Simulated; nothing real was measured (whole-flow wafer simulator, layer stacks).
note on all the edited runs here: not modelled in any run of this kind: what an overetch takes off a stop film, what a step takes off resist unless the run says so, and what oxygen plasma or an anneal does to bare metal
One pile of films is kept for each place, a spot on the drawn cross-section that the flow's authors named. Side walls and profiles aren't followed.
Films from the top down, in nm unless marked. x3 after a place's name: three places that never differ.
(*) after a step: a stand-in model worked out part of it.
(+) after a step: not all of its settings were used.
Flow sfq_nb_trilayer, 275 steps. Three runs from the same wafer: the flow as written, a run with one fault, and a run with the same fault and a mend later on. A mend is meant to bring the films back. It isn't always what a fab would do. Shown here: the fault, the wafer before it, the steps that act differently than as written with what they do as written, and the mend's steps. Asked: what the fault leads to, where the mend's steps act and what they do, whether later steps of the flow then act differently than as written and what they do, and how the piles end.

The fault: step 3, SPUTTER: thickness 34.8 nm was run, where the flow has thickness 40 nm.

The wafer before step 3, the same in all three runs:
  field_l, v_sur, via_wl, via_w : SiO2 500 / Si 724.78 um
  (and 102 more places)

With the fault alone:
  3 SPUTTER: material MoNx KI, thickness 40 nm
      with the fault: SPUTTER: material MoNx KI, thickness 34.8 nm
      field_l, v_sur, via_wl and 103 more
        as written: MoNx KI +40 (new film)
        with the fault: MoNx KI +34.8 (new film)
  Later steps of the flow that act differently than as written (9 more steps differ only slightly, by at most 2% or 0.5 nm, whichever is larger, and aren't shown):
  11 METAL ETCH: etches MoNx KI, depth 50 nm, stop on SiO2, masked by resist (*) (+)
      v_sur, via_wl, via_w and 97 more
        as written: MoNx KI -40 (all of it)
        with the fault: MoNx KI -34.8 (all of it)
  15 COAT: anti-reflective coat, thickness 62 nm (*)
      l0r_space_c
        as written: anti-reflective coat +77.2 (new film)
        with the fault: anti-reflective coat +75.3 (new film)
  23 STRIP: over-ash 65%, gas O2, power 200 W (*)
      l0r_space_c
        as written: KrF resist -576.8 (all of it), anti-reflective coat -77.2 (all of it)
        with the fault: KrF resist -574.5 (all of it), anti-reflective coat -75.3 (all of it)
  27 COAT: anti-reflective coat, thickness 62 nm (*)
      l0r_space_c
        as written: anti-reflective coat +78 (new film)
        with the fault: anti-reflective coat +75.8 (new film)
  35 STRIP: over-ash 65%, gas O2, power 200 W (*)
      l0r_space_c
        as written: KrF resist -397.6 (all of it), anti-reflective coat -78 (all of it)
        with the fault: KrF resist -395.6 (all of it), anti-reflective coat -75.8 (all of it)
  At the end the piles differ from the flow's by more than 2% or 0.5 nm, whichever is larger, at field_l, l0_sur, l0v, l0r_line_l, l0r_line_c, l0r_line_r.
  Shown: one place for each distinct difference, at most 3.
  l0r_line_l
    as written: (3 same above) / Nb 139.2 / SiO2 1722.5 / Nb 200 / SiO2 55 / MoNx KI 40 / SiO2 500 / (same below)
    with the fault: (3 same above) / Nb 139.2 / SiO2 1727.7 / Nb 200 / SiO2 55 / MoNx KI 34.8 / SiO2 500 / (same below)
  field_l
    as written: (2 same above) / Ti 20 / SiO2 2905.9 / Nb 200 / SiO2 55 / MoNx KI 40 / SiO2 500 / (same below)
    with the fault: (2 same above) / Ti 20 / SiO2 2911.1 / Nb 200 / SiO2 55 / MoNx KI 34.8 / SiO2 500 / (same below)
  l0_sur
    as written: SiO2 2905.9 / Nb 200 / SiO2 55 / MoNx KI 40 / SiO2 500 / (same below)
    with the fault: SiO2 2911.1 / Nb 200 / SiO2 55 / MoNx KI 34.8 / SiO2 500 / (same below)

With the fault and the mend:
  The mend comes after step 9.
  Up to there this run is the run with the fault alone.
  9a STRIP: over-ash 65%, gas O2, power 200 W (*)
      v_sur, via_wl, via_w and 97 more
        anti-reflective coat -62 (all of it)
      field_l, l0_sur, l0v, l0r_line_l, l0r_line_c, l0r_line_r
        KrF resist -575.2 (all of it), anti-reflective coat -62 (all of it)
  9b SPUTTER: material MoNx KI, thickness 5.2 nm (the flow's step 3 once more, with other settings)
      field_l, v_sur, via_wl and 103 more
        MoNx KI +5.2
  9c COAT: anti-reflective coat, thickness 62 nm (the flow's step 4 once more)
      field_l, v_sur, via_wl and 103 more
        anti-reflective coat +62 (new film)
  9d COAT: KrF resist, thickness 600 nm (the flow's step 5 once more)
      field_l, v_sur, via_wl and 103 more
        KrF resist +600 (new film)
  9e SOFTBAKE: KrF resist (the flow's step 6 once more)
      changes no film at any place that is followed
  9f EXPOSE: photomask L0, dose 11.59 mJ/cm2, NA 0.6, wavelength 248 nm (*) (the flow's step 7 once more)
      changes no film at any place that is followed
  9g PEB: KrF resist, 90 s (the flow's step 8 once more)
      field_l, v_sur, via_wl and 103 more
        KrF resist -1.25
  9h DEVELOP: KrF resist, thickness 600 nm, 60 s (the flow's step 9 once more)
      v_sur, via_wl, via_w and 97 more
        KrF resist -598.7 (all of it)
      field_l, l0_sur, l0v, l0r_line_l, l0r_line_c, l0r_line_r
        KrF resist -23.5
  No later step of the flow acts differently than as written at any place that is followed.
  At the end the piles are the same as the flow's at every place that both follow.
